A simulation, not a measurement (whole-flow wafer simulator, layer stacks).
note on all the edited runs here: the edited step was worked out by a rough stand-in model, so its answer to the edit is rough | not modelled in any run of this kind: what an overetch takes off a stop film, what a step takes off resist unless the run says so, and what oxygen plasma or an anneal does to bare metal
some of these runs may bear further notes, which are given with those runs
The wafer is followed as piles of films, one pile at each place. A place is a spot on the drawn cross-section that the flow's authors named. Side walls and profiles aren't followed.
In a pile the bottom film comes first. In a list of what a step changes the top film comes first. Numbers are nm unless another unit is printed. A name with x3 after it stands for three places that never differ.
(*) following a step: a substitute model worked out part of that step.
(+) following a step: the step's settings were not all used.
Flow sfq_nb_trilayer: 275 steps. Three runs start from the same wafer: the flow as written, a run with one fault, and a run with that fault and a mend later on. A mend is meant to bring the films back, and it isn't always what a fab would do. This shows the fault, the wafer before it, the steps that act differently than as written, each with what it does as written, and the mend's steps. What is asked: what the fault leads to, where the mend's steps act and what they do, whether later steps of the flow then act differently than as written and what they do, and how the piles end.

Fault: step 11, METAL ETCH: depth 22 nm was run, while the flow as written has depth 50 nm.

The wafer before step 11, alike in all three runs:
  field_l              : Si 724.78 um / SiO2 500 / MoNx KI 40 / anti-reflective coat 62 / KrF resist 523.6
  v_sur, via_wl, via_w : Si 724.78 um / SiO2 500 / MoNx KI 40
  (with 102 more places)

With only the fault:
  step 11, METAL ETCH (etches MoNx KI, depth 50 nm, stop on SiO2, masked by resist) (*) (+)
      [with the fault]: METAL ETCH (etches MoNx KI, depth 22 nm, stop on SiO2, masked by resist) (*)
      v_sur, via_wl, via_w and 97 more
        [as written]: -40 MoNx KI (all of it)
        [with the fault]: -22 MoNx KI
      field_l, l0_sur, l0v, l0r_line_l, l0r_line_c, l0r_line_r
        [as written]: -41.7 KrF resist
        [with the fault]: -18.3 KrF resist
  Steps further on in the flow that do not act as written (8 other steps are not shown; they differ only slightly, by no more than 2% or 0.5 nm, whichever is larger):
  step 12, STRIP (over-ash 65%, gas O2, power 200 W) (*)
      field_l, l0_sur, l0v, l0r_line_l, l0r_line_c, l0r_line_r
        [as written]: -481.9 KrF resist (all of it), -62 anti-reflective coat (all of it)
        [with the fault]: -505.2 KrF resist (all of it), -62 anti-reflective coat (all of it)
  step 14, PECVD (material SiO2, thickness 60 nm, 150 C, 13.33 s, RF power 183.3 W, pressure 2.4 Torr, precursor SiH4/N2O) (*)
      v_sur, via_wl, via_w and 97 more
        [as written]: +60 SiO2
        [with the fault]: +60 SiO2 (new film)
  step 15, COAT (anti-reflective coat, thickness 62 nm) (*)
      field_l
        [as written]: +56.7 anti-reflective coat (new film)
        [with the fault]: +58.9 anti-reflective coat (new film)
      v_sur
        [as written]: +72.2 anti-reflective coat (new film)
        [with the fault]: +67.6 anti-reflective coat (new film)
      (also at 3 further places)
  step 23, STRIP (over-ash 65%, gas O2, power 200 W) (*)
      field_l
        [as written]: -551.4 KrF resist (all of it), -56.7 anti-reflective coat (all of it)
        [with the fault]: -555.2 KrF resist (all of it), -58.9 anti-reflective coat (all of it)
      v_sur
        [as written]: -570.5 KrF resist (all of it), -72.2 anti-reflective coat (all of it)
        [with the fault]: -565.5 KrF resist (all of it), -67.6 anti-reflective coat (all of it)
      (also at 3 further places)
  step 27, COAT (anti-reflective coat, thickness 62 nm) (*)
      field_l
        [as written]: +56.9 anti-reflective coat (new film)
        [with the fault]: +59 anti-reflective coat (new film)
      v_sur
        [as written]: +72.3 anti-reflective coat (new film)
        [with the fault]: +67.6 anti-reflective coat (new film)
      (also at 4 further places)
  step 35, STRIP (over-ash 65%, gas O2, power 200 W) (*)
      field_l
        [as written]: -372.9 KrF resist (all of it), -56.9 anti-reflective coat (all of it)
        [with the fault]: -377.1 KrF resist (all of it), -59 anti-reflective coat (all of it)
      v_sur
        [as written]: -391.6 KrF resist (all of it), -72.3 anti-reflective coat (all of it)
        [with the fault]: -387.3 KrF resist (all of it), -67.6 anti-reflective coat (all of it)
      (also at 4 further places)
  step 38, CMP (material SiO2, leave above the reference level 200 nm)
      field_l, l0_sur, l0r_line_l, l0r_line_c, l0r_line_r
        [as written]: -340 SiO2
        [with the fault]: -322 SiO2
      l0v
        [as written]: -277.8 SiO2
        [with the fault]: -259.8 SiO2
  The piles end different from the flow's at v_sur, via_wl, via_w and 97 more by more than 2% or 0.5 nm, whichever is larger.
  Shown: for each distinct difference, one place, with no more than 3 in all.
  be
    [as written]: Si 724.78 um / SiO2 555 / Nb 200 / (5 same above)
    [with the fault]: Si 724.78 um / SiO2 500 / MoNx KI 18 / SiO2 55 / Nb 200 / (5 same above)
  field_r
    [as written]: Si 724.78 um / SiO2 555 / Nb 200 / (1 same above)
    [with the fault]: Si 724.78 um / SiO2 500 / MoNx KI 18 / SiO2 55 / Nb 200 / (1 same above)
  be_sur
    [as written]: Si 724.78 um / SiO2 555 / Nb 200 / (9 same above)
    [with the fault]: Si 724.78 um / SiO2 500 / MoNx KI 18 / SiO2 55 / Nb 200 / (9 same above)

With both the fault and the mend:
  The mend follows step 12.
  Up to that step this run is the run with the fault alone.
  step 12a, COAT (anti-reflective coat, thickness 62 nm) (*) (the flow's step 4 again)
      p4_fl x3, p4_w1 x9, p4_g1 x2 and 59 more
        +62 anti-reflective coat (new film)
      gap, jj_sur, ce_l and 7 more
        +62.9 anti-reflective coat (new film)
      via_v, wire, be, be_sur, moat, field_r, lsp_l
        +63 anti-reflective coat (new film)
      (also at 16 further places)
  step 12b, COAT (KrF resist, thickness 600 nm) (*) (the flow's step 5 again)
      p4_fl x3, p4_w1 x9, p4_g1 x2 and 59 more
        +600 KrF resist (new film)
      gap, jj_sur, ce_l and 6 more
        +603.7 KrF resist (new film)
      be, be_sur, r_end, moat
        +603.8 KrF resist (new film)
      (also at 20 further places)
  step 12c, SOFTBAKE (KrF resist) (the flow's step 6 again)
      leaves every film unchanged at each place that is followed
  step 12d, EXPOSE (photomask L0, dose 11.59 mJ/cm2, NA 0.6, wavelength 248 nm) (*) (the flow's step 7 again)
      leaves every film unchanged at each place that is followed
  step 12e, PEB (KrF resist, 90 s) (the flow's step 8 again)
      l0_sur, p4_fl x3, p4_w1 x9 and 64 more
        -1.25 KrF resist
      v_sur, via_wr, via_sp and 19 more
        -1.26 KrF resist
      via_wl, via_w, ln_m6, lsp_r, l0r_space_c
        -1.27 KrF resist
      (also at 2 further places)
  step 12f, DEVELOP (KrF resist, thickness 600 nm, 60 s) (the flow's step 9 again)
      p4_fl x3, p4_w1 x9, p4_g1 x2 and 59 more
        -598.7 KrF resist (all of it)
      jj_sur, ce_l, c5j, ce_r, sp_r, be_r, r_sur
        -602.4 KrF resist (all of it)
      field_l, l0_sur, l0v, l0r_line_l, l0r_line_c, l0r_line_r
        -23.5 KrF resist
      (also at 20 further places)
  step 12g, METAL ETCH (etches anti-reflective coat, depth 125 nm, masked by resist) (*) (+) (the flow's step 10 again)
      p4_fl x3, p4_w1 x9, p4_g1 x2 and 59 more
        -62 anti-reflective coat (all of it)
      gap, jj_sur, ce_l and 7 more
        -62.9 anti-reflective coat (all of it)
      via_v, wire, be, be_sur, moat, field_r, lsp_l
        -63 anti-reflective coat (all of it)
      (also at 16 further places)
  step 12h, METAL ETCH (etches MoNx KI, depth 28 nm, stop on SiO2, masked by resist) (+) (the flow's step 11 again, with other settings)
      v_sur, via_wl, via_w and 97 more
        -18 MoNx KI (all of it)
      field_l, l0_sur, l0v, l0r_line_l, l0r_line_c, l0r_line_r
        -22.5 KrF resist
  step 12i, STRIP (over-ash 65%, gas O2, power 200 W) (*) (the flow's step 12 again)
      l0r_line_l, l0r_line_c, l0r_line_r
        -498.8 KrF resist (all of it), -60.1 anti-reflective coat (all of it)
      field_l
        -496 KrF resist (all of it), -58.8 anti-reflective coat (all of it)
      l0_sur
        -497 KrF resist (all of it), -57.1 anti-reflective coat (all of it)
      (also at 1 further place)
  Every later step of the flow that is run acts as written at every place that is followed.
  The piles end the same as the flow's at every place that both follow.
